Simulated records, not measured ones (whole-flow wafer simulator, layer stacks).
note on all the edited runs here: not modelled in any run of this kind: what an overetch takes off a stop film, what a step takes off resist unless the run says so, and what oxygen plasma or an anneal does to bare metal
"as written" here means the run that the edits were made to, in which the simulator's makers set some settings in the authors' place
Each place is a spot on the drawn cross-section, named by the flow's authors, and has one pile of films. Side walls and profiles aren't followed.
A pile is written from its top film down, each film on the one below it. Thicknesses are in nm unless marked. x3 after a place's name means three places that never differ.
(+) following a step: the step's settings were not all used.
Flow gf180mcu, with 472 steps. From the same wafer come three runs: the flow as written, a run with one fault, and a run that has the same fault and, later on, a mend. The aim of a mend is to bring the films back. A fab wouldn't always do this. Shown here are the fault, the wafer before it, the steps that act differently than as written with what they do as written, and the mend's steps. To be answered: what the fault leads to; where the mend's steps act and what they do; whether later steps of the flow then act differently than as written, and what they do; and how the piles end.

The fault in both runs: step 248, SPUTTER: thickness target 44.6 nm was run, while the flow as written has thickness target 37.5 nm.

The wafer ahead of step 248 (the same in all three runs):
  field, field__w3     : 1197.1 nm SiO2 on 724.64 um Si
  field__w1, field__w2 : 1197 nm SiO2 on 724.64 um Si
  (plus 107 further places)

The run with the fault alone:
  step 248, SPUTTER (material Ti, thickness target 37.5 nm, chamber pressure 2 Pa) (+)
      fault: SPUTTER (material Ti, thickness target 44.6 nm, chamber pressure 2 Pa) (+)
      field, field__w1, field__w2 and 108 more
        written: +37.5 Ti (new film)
        fault: +44.6 Ti (new film)
  Steps later in the flow that act otherwise than as written:
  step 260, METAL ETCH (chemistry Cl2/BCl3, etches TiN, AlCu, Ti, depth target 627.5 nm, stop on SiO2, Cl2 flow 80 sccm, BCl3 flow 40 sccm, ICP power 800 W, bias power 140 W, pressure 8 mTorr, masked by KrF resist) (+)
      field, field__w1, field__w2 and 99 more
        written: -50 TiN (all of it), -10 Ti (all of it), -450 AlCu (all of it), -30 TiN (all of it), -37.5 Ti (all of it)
        fault: -50 TiN (all of it), -10 Ti (all of it), -450 AlCu (all of it), -30 TiN (all of it), -44.6 Ti (all of it)
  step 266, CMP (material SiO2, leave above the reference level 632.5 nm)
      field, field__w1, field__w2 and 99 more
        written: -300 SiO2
        fault: -292.9 SiO2
  The piles end different from the flow's at field__w8, contact, m1 and 6 more by more than 2% or 0.5 nm, whichever is larger.
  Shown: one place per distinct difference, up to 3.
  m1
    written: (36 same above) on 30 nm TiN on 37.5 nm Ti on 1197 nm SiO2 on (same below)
    fault: (36 same above) on 30 nm TiN on 44.6 nm Ti on 1197 nm SiO2 on (same below)
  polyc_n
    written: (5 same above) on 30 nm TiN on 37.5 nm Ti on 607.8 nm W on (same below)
    fault: (5 same above) on 30 nm TiN on 44.6 nm Ti on 607.8 nm W on (same below)
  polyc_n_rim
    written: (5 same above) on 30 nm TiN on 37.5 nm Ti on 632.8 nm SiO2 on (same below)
    fault: (5 same above) on 30 nm TiN on 44.6 nm Ti on 632.8 nm SiO2 on (same below)

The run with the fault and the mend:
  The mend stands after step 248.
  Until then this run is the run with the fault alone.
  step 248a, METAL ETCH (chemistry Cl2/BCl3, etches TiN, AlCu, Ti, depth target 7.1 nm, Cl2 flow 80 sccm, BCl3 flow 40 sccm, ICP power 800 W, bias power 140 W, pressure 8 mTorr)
      field, field__w1, field__w2 and 108 more
        -7.1 Ti
  None of the later steps of the flow acts differently than as written at any place that is followed.
  By the end, the piles equal the flow's at every place that both follow.
